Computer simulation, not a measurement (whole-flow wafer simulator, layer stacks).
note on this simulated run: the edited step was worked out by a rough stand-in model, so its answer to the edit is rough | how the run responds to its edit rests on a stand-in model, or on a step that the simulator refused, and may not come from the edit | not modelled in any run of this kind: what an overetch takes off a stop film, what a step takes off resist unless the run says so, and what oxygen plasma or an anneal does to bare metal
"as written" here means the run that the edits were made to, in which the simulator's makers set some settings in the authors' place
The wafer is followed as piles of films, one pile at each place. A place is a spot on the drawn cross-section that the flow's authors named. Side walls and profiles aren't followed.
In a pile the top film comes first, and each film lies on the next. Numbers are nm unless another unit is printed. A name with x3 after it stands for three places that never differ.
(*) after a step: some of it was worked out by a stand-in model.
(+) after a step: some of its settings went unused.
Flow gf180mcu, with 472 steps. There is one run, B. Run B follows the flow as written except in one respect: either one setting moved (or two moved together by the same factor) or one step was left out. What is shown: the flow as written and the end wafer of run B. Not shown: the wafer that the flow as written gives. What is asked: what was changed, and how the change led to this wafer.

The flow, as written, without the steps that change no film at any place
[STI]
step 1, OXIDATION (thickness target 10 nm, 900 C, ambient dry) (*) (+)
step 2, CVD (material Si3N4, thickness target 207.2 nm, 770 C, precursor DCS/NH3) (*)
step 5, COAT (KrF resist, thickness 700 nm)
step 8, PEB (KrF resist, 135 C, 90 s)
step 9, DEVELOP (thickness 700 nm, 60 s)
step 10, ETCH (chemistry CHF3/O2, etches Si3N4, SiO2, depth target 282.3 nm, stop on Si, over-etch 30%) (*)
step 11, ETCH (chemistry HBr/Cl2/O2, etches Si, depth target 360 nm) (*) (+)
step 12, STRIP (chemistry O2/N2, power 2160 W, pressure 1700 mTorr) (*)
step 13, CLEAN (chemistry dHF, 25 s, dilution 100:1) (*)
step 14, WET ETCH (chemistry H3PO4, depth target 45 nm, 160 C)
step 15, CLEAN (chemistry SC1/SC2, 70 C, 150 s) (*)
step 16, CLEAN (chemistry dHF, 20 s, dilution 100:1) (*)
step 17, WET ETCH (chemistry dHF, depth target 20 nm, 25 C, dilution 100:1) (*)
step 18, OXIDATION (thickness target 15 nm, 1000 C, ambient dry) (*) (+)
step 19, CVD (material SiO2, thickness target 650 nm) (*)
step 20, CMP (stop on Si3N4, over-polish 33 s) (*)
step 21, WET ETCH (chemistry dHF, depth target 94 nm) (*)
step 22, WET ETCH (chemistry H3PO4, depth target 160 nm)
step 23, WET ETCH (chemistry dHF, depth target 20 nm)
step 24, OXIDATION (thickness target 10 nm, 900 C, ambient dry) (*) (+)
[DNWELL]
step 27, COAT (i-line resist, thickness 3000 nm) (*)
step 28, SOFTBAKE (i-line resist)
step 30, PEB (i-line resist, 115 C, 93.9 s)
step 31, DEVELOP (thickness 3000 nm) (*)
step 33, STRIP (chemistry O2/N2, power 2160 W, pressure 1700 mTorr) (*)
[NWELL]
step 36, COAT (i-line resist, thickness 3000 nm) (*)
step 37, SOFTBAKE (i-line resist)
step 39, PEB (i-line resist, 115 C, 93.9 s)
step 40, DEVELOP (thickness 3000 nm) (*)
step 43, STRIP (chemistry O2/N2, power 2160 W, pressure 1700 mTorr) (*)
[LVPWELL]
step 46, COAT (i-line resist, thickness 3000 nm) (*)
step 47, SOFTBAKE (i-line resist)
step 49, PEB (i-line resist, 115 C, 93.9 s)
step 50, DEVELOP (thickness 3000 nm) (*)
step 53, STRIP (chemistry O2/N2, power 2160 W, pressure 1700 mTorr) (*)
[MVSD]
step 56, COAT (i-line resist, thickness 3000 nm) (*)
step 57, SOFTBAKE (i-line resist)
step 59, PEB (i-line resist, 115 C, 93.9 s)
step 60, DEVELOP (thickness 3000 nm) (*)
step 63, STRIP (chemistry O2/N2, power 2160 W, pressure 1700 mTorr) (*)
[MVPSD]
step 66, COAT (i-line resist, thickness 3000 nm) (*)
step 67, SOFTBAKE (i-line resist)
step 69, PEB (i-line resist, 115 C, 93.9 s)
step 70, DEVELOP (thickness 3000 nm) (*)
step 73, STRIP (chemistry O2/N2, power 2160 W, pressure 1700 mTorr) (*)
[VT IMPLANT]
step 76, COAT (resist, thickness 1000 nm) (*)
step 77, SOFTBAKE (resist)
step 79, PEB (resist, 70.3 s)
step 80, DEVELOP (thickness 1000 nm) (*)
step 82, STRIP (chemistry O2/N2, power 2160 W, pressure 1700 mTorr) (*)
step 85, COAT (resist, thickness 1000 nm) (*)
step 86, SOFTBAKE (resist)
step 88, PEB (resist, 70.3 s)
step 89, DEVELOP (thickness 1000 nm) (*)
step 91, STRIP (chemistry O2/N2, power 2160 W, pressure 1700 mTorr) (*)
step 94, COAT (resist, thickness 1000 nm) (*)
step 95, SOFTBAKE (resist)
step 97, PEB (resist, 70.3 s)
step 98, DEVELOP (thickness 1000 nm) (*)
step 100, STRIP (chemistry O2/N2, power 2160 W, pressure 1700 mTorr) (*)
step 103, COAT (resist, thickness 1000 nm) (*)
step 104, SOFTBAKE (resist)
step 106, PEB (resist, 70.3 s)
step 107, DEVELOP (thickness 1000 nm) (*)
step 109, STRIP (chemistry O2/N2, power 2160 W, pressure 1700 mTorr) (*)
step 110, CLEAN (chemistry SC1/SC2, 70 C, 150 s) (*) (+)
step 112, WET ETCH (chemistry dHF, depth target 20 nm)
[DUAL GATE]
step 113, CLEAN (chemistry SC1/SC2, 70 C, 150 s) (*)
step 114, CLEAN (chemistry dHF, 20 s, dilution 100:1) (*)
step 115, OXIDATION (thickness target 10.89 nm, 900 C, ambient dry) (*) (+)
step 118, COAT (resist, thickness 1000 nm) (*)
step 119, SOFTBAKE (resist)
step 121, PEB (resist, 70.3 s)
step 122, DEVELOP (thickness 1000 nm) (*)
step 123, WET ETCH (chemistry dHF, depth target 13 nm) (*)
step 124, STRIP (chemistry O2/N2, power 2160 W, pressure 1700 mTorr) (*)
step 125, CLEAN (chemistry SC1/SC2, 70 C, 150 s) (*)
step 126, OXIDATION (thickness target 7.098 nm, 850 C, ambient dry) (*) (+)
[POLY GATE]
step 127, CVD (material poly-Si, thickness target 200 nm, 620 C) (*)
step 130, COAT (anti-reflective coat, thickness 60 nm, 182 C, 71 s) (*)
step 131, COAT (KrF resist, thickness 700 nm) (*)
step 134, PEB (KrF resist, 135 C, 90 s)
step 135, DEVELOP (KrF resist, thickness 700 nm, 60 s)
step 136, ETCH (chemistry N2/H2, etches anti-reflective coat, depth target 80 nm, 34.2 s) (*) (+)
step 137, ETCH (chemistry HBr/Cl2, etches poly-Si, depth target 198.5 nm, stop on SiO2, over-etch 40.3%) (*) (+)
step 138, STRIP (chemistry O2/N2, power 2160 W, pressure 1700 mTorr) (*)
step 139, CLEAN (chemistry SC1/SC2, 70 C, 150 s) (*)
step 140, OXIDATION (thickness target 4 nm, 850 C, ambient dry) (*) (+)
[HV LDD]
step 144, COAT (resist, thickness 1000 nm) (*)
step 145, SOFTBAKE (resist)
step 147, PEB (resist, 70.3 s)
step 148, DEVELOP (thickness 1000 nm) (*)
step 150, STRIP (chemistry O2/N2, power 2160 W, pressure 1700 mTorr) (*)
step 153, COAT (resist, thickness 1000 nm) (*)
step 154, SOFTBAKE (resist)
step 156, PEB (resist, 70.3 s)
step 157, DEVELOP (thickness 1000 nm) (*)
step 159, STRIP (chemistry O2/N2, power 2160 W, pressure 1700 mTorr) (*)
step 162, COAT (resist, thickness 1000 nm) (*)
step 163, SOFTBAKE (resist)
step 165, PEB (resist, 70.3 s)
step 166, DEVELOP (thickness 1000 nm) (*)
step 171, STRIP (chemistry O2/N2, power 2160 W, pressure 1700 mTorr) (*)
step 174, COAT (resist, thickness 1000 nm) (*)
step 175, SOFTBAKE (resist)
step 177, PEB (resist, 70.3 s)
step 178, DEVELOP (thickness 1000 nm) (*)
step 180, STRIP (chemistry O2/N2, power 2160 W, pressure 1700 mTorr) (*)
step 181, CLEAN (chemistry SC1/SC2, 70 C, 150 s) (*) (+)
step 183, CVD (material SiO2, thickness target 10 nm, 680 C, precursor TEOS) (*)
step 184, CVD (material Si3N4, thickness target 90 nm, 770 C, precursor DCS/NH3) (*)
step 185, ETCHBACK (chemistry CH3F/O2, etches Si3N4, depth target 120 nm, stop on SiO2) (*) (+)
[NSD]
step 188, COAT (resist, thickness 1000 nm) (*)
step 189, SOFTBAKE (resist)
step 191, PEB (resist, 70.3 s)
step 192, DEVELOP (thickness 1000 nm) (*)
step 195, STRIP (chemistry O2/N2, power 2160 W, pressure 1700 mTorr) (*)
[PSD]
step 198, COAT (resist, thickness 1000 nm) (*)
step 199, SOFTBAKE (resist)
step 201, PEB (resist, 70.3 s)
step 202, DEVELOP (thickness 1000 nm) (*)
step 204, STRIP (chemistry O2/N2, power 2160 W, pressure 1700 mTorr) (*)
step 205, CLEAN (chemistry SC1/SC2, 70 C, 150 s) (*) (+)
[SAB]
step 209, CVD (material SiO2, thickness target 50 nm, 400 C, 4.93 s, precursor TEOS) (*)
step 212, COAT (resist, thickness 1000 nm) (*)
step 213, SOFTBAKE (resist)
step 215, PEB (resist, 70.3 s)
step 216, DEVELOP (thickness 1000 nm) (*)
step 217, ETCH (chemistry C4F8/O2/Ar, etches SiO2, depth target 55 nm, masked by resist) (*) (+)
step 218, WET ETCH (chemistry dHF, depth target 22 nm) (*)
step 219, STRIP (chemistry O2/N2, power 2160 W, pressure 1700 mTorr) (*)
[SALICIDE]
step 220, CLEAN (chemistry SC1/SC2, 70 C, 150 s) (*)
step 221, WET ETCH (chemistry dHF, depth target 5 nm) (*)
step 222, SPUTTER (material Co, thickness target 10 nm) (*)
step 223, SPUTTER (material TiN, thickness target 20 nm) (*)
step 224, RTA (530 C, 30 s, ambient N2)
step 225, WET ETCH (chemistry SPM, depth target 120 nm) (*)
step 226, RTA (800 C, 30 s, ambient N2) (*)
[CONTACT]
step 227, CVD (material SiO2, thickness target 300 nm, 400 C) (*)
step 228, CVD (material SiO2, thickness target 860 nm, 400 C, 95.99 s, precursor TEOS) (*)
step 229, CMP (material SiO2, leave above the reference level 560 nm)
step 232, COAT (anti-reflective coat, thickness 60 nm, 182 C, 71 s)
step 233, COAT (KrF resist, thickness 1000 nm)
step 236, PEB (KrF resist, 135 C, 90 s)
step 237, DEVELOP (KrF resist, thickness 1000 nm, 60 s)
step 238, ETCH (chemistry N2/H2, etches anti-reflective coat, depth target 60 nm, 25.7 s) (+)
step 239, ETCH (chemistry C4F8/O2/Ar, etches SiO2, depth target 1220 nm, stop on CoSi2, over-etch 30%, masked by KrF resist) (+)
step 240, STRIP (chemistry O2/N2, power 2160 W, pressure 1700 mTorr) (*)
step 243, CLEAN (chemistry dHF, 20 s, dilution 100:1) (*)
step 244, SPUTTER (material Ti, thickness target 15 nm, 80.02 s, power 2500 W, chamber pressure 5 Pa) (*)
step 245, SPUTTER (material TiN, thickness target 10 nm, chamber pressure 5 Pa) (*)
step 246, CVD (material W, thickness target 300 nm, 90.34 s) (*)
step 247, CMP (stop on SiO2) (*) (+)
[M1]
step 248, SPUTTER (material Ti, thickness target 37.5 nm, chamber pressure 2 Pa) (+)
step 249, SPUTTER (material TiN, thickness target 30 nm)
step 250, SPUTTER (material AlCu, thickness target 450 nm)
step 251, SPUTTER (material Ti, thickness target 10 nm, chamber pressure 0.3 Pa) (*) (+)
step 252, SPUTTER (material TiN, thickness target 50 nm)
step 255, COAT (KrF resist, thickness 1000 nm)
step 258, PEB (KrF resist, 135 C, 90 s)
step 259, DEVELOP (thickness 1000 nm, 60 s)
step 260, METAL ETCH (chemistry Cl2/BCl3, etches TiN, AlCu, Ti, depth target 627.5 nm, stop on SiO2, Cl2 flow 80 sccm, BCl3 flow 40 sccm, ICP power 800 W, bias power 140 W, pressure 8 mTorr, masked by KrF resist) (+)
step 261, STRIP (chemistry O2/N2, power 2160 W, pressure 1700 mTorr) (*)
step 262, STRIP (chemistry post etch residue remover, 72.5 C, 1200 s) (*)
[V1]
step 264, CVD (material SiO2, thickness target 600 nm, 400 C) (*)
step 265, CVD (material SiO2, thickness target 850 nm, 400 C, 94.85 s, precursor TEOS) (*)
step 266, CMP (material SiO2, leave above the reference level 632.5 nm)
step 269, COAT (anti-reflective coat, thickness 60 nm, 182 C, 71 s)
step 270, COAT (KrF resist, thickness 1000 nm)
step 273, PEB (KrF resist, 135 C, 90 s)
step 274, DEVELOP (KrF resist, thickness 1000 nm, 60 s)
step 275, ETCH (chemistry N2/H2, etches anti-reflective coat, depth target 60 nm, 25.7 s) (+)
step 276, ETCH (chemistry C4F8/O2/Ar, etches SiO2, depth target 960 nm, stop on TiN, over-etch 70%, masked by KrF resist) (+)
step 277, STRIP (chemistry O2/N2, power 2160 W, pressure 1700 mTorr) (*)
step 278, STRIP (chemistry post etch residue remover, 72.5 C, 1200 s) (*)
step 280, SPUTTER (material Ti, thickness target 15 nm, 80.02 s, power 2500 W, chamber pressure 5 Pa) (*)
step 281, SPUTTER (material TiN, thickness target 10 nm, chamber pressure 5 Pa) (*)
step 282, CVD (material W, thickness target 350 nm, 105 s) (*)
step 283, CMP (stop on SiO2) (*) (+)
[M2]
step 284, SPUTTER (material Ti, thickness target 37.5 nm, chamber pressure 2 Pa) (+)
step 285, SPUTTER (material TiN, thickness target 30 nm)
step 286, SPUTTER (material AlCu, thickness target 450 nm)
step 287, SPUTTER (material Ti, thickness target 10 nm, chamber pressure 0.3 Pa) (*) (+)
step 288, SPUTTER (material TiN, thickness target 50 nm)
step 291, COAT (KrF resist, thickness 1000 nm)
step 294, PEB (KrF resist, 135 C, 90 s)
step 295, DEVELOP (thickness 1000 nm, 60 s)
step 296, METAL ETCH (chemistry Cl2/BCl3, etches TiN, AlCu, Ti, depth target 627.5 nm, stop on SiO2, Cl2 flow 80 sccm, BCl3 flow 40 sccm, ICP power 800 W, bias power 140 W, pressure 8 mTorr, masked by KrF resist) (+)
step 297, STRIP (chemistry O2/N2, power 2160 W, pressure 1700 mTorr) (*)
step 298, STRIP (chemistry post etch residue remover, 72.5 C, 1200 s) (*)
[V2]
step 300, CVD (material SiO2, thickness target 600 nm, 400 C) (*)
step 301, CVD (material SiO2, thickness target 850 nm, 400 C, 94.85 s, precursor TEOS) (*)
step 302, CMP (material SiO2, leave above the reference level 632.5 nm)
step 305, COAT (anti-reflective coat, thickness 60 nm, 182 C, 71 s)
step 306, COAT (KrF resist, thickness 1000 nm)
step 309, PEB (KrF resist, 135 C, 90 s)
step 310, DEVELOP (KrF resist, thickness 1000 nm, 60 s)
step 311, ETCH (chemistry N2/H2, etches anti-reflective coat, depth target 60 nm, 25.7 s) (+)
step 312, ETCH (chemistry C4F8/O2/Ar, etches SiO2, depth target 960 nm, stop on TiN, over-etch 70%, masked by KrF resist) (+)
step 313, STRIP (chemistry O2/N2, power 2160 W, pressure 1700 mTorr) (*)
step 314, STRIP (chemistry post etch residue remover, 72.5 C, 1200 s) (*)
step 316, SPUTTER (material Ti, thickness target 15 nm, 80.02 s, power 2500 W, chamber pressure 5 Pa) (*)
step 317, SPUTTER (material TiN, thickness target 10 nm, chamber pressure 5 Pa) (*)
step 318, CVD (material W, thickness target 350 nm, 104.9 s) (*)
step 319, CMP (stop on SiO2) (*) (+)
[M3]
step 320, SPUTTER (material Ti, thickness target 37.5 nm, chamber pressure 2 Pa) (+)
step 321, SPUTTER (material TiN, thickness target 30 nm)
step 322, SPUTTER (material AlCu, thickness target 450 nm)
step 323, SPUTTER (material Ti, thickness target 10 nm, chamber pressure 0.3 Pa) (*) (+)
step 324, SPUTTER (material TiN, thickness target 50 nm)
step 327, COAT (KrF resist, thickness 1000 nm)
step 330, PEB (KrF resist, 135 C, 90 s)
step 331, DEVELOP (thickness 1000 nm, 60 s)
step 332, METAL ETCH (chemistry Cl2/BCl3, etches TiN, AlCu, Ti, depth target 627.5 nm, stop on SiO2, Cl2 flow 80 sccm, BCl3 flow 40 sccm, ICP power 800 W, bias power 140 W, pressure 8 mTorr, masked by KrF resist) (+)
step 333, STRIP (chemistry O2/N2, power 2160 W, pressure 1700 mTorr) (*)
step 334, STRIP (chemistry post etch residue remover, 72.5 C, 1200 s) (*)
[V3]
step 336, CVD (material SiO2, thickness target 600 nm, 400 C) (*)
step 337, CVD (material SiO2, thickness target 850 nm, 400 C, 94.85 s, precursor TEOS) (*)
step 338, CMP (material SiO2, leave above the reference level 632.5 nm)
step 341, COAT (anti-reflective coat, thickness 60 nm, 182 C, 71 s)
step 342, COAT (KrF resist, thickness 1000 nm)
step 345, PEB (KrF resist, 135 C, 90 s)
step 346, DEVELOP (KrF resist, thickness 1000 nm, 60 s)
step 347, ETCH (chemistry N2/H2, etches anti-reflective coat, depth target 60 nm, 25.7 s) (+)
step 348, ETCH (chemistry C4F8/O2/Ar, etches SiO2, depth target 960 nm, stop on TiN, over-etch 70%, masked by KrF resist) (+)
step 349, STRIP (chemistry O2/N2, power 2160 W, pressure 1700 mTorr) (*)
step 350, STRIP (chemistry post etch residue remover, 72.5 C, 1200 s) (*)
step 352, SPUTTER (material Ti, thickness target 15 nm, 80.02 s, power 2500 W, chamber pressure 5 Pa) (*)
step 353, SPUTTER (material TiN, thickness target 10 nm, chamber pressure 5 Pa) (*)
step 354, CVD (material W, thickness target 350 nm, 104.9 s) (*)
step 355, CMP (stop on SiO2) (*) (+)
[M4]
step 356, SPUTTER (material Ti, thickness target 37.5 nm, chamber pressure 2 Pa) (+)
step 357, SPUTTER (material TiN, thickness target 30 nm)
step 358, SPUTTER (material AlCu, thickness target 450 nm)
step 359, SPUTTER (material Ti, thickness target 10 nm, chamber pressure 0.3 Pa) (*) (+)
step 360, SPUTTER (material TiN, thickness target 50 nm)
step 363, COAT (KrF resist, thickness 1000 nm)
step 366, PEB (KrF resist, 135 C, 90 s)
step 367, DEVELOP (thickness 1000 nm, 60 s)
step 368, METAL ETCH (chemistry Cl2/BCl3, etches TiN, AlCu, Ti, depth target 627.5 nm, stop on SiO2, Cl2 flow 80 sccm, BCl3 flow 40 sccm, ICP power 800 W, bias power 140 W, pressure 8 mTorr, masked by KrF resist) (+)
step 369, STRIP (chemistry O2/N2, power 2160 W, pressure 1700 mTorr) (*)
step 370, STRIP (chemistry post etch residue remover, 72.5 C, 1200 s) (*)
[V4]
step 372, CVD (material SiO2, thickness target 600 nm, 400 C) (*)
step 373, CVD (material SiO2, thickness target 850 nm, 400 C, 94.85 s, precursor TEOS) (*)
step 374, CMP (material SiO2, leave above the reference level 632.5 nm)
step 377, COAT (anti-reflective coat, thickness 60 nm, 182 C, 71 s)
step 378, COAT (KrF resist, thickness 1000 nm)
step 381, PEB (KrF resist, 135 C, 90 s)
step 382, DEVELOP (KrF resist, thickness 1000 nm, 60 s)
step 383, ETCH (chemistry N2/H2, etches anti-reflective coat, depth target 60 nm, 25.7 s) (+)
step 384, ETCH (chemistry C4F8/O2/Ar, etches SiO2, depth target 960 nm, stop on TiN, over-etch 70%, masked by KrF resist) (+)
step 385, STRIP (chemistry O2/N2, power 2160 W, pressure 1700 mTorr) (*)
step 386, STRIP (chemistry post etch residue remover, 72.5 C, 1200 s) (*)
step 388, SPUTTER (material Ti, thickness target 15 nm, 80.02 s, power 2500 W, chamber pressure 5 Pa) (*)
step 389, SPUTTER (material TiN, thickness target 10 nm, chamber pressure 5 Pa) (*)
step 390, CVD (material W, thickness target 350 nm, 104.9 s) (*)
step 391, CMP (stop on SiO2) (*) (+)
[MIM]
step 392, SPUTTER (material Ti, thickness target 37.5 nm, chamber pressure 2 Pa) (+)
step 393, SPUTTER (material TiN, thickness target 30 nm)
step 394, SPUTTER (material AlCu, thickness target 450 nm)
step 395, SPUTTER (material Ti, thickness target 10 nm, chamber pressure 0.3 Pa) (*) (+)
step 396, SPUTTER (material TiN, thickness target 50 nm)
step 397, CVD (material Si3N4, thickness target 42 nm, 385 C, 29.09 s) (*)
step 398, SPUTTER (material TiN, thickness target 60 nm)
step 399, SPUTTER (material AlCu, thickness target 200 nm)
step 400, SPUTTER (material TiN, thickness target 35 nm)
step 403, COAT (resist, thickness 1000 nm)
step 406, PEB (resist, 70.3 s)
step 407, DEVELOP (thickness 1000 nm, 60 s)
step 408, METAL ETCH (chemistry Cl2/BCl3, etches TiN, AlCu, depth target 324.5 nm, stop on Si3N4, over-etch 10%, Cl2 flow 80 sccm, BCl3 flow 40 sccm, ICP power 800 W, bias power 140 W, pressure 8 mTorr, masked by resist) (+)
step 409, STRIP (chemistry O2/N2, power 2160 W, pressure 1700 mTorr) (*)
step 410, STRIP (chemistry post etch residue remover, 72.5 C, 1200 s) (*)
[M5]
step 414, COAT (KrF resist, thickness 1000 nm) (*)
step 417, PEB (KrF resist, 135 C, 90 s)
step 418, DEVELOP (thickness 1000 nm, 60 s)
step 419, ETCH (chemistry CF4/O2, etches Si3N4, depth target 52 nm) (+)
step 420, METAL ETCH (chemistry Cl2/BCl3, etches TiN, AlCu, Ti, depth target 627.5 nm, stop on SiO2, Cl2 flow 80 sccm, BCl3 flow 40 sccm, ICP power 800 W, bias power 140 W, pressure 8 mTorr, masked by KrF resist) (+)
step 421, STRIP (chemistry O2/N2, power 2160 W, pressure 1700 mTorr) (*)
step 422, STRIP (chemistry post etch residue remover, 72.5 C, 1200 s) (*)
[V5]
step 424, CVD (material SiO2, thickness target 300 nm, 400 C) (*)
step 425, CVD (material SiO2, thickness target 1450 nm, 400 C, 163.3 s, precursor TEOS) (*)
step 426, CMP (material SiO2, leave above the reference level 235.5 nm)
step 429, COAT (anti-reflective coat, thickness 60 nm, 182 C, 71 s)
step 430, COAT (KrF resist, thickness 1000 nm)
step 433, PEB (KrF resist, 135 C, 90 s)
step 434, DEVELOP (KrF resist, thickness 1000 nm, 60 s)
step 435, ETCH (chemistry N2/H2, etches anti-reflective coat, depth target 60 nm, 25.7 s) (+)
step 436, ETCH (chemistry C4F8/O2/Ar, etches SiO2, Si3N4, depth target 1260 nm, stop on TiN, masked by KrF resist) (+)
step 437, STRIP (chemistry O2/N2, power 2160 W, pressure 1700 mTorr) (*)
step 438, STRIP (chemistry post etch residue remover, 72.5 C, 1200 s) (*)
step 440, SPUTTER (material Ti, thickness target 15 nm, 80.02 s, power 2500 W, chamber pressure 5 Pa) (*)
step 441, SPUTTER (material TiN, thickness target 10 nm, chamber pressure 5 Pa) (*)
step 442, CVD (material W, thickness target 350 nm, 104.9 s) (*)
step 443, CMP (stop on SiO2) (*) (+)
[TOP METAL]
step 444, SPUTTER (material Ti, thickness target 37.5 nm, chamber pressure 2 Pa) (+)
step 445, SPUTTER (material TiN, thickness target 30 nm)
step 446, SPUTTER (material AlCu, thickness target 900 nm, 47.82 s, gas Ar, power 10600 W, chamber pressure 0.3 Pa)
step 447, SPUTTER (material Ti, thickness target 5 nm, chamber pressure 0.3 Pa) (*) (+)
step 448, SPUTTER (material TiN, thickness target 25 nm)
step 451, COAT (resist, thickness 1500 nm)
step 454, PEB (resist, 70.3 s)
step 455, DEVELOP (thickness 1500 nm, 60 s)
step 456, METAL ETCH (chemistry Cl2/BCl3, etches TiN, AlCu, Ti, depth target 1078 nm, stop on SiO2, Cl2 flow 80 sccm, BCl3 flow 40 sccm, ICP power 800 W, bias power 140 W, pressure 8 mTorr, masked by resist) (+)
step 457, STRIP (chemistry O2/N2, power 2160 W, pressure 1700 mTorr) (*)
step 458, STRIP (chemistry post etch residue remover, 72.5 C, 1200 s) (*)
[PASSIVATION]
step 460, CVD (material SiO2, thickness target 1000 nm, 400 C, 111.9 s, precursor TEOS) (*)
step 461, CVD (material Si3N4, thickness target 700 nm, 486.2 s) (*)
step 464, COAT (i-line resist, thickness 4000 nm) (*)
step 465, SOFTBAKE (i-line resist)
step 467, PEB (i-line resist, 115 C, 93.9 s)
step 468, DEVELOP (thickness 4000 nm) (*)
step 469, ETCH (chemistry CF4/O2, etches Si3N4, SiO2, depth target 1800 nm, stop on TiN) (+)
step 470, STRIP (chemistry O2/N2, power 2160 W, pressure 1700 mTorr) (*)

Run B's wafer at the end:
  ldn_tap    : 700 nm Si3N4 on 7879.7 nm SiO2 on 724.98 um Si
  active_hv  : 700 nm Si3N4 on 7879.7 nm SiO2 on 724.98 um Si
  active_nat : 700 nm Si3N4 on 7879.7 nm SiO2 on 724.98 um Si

The reason: step 218, WET ETCH: depth target 10.8 nm was run, whereas the flow has depth target 22 nm.

Step by step, how the change led to this:
  step 218, WET ETCH (chemistry dHF, depth target 22 nm) (*)
      ldn_tap, ldn_src, ldn_drn, ldp_tap, ldp_src, ldp_drn, ldp_gr: -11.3 SiO2 (in the flow as written it would be: -16 SiO2 (all of it))
      ld_drn_n, ld_sd_p: -11 SiO2 (in the flow as written it would be: -14.8 SiO2 (all of it))
      (as well as at 56 more places)
  step 219, STRIP (chemistry O2/N2, power 2160 W, pressure 1700 mTorr) (*)
      active_hv, active_nat, ld_sd_n and 11 more: nothing (in the flow as written it would be: +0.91 chemical SiO2 (new film), -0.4 Si)
  step 221, WET ETCH (chemistry dHF, depth target 5 nm) (*)
      active_hv, active_nat, ld_sd_n and 10 more: -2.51 SiO2 (in the flow as written it would be: -0.76 chemical SiO2 (all of it))
      ld_drn_p: -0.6 SiO2 (all of it) (in the flow as written it would be: -0.76 chemical SiO2 (all of it))
  step 223, SPUTTER (material TiN, thickness target 20 nm) (*)
      field__w12: +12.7 TiN (new film) (in the flow as written it would be: +12 TiN (new film))
      ld_sd_n: +16.3 TiN (new film) (in the flow as written it would be: +15.5 TiN (new film))
  step 224, RTA (530 C, 30 s, ambient N2)
      ldn_tap, ldn_src, ldn_drn, ldp_tap, ldp_src, ldp_drn, ldp_gr: nothing (in the flow as written it would be: under 1 film: +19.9 CoSi (new film), -10 Co (all of it), -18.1 Si)
      active_hv: nothing (in the flow as written it would be: under 1 film: +19 CoSi (new film), -9.55 Co (all of it), -17.3 Si)
      (as well as at 4 more places)
  step 225, WET ETCH (chemistry SPM, depth target 120 nm) (*)
      ldn_tap, ldn_src, ldn_drn, ldp_tap, ldp_src, ldp_drn, ldp_gr: -20 TiN (all of it), -10 Co (all of it) (in the flow as written it would be: -20 TiN (all of it))
      active_hv: -19 TiN (all of it), -9.55 Co (all of it) (in the flow as written it would be: -19 TiN (all of it))
      (as well as at 6 more places)
  step 226, RTA (800 C, 30 s, ambient N2) (*)
      ldn_tap, ldn_src, ldn_drn, ldp_tap, ldp_src, ldp_drn, ldp_gr: nothing (in the flow as written it would be: +35 CoSi2 (new film), -19.9 CoSi (all of it), -18.1 Si)
      active_hv: nothing (in the flow as written it would be: +33.4 CoSi2 (new film), -19 CoSi (all of it), -17.3 Si)
      (as well as at 4 more places)
  step 227, CVD (material SiO2, thickness target 300 nm, 400 C) (*)
      active_hv, active_nat, ld_drn_n and 9 more: +300 SiO2 (in the flow as written it would be: +300 SiO2 (new film))
  step 229, CMP (material SiO2, leave above the reference level 560 nm)
      ldn_sep__w1, ldn_sep__w2, ldn_dft and 8 more: -323.4 SiO2 (in the flow as written it would be: -311 SiO2)
      sti, mim_1p0, pad, dice_street, iso_fld_sub: -309.2 SiO2 (in the flow as written it would be: -296.8 SiO2)
      (as well as at 35 more places)
Taking metal films that touch as one body, ldn_tap has 0 bodies; the flow as written gives 1 body.
Taking metal films that touch as one body, active_hv has 0 bodies; the flow as written gives 1 body.
Taking metal films that touch as one body, active_nat has 0 bodies; the flow as written gives 1 body.
